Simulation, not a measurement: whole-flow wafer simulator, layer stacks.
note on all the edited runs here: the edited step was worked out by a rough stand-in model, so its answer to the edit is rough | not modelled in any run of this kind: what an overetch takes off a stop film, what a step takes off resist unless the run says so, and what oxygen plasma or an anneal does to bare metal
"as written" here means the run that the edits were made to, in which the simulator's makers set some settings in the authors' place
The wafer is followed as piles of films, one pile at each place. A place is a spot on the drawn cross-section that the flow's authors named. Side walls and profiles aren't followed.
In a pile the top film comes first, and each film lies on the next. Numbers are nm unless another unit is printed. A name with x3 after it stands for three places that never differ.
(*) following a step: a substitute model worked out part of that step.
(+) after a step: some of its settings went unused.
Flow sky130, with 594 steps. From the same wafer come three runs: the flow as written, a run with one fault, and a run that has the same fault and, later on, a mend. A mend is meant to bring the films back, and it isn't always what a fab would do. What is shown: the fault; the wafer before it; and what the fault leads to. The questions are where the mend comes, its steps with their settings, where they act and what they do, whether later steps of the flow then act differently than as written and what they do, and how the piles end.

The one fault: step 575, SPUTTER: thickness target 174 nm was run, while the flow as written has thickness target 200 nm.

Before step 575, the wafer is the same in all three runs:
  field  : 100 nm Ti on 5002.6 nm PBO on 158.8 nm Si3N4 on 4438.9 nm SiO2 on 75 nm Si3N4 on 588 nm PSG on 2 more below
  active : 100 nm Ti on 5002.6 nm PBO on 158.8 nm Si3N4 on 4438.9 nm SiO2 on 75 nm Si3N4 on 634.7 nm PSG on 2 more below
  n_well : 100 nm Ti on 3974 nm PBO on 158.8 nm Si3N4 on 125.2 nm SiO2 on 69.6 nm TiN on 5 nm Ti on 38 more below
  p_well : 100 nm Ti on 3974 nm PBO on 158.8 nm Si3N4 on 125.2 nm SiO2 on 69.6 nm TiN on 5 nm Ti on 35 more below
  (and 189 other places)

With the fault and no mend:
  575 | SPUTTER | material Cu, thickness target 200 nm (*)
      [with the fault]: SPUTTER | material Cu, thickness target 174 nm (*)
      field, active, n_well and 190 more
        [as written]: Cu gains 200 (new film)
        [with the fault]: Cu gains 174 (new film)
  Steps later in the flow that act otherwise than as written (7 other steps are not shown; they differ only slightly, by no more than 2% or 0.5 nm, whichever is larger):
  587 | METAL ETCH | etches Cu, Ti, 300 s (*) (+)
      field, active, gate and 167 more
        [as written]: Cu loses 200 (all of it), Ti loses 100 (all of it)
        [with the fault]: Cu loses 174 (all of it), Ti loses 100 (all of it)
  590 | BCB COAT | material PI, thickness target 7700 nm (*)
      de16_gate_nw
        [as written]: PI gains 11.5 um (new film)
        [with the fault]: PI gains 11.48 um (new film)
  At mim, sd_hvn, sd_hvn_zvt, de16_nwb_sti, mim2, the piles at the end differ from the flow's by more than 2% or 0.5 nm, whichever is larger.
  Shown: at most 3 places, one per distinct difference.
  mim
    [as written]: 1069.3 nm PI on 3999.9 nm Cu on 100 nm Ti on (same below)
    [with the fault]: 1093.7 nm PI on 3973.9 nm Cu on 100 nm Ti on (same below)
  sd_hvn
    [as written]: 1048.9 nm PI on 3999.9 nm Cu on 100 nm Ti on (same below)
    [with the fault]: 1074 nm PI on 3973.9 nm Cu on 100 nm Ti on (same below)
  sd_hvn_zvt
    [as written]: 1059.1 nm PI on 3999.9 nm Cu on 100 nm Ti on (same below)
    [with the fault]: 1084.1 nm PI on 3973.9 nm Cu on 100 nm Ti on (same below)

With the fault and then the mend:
  The mend follows step 575.
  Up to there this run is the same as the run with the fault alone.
  575a | SPUTTER | material Cu, thickness target 26 nm (*) (the flow's step 575 again, with other settings)
      field, active, n_well and 190 more
        Cu gains 26
  None of the later steps of the flow acts differently than as written at any place that is followed.
  The piles end the same as the flow's at every place that both follow.
